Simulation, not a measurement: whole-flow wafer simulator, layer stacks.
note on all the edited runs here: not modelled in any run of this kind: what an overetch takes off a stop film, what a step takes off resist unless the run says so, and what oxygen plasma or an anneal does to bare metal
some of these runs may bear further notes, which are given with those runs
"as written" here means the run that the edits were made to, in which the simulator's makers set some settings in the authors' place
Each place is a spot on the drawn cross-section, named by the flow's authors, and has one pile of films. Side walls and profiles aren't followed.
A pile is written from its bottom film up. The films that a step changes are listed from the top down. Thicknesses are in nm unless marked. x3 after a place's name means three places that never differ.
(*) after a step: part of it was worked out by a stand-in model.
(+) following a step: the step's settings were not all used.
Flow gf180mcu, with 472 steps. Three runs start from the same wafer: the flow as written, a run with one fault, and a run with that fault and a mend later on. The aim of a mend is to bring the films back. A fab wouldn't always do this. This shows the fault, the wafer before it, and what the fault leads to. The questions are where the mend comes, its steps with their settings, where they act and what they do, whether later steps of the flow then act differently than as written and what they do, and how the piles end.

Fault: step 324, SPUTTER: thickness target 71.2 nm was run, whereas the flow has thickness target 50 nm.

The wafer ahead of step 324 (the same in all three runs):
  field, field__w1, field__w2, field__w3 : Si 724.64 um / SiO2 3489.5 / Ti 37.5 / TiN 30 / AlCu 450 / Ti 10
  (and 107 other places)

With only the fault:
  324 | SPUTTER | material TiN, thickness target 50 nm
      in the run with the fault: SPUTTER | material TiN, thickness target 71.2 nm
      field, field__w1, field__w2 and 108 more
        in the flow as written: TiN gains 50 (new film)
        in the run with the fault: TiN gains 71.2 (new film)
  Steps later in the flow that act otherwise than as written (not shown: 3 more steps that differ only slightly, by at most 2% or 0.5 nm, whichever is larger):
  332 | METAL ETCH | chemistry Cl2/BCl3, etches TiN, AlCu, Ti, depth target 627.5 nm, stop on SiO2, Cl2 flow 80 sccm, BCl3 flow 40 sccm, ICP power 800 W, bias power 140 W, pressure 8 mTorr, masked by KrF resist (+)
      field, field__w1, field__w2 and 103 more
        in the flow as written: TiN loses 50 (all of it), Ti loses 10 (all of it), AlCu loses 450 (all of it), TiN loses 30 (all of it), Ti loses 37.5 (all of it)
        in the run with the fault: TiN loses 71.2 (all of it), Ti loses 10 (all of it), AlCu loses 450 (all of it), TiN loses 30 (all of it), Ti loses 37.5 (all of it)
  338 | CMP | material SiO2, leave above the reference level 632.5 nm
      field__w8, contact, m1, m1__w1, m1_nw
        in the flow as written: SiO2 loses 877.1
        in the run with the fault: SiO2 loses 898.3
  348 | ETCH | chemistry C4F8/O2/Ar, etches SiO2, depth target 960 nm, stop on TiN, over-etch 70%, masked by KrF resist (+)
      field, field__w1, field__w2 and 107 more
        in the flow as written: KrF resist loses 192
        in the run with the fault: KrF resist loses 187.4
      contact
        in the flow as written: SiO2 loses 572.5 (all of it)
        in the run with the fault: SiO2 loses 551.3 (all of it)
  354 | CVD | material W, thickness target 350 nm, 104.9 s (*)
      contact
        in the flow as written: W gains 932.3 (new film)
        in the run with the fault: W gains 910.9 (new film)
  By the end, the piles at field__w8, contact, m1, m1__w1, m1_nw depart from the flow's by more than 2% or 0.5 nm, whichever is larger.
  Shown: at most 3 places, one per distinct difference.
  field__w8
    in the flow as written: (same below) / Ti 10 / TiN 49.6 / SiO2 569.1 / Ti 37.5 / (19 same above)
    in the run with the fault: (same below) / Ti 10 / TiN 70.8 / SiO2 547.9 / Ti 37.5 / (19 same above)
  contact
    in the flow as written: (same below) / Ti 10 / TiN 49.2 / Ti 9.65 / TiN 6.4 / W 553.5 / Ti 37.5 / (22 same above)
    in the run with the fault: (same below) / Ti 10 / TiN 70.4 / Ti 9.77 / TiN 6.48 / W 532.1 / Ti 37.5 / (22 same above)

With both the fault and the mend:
  After step 331 comes the mend.
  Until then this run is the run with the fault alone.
  331a | STRIP | chemistry O2/N2, power 2160 W, pressure 1700 mTorr (*)
      field__w8, contact, m1, m1__w1, m1_nw
        KrF resist loses 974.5 (all of it)
  331b | METAL ETCH | chemistry Cl2/BCl3, etches TiN, AlCu, Ti, depth target 21.2 nm, Cl2 flow 80 sccm, BCl3 flow 40 sccm, ICP power 800 W, bias power 140 W, pressure 8 mTorr (the flow's step 260 again, with other settings)
      field, field__w1, field__w2 and 108 more
        TiN loses 21.2
  331c | HMDS | 120 C, 60 s (the flow's step 326 again)
      alters no film at any place that is followed
  331d | COAT | KrF resist, thickness 1000 nm (the flow's step 327 again)
      field, field__w1, field__w2 and 108 more
        KrF resist gains 1000 (new film)
  331e | SOFTBAKE | KrF resist (the flow's step 328 again)
      alters no film at any place that is followed
  331f | EXPOSE | photomask Metal3 (the flow's step 329 again)
      alters no film at any place that is followed
  331g | PEB | KrF resist, 135 C, 90 s (the flow's step 330 again)
      field, field__w1, field__w2 and 108 more
        KrF resist loses 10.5
  331h | DEVELOP | thickness 1000 nm, 60 s (the flow's step 331 again)
      field, field__w1, field__w2 and 103 more
        KrF resist loses 989.5 (all of it)
      field__w8, contact, m1, m1__w1, m1_nw
        KrF resist loses 14.9
  Later steps of the flow that are run all act as written at every place that is followed.
  The piles end the same as the flow's at every place that both follow.
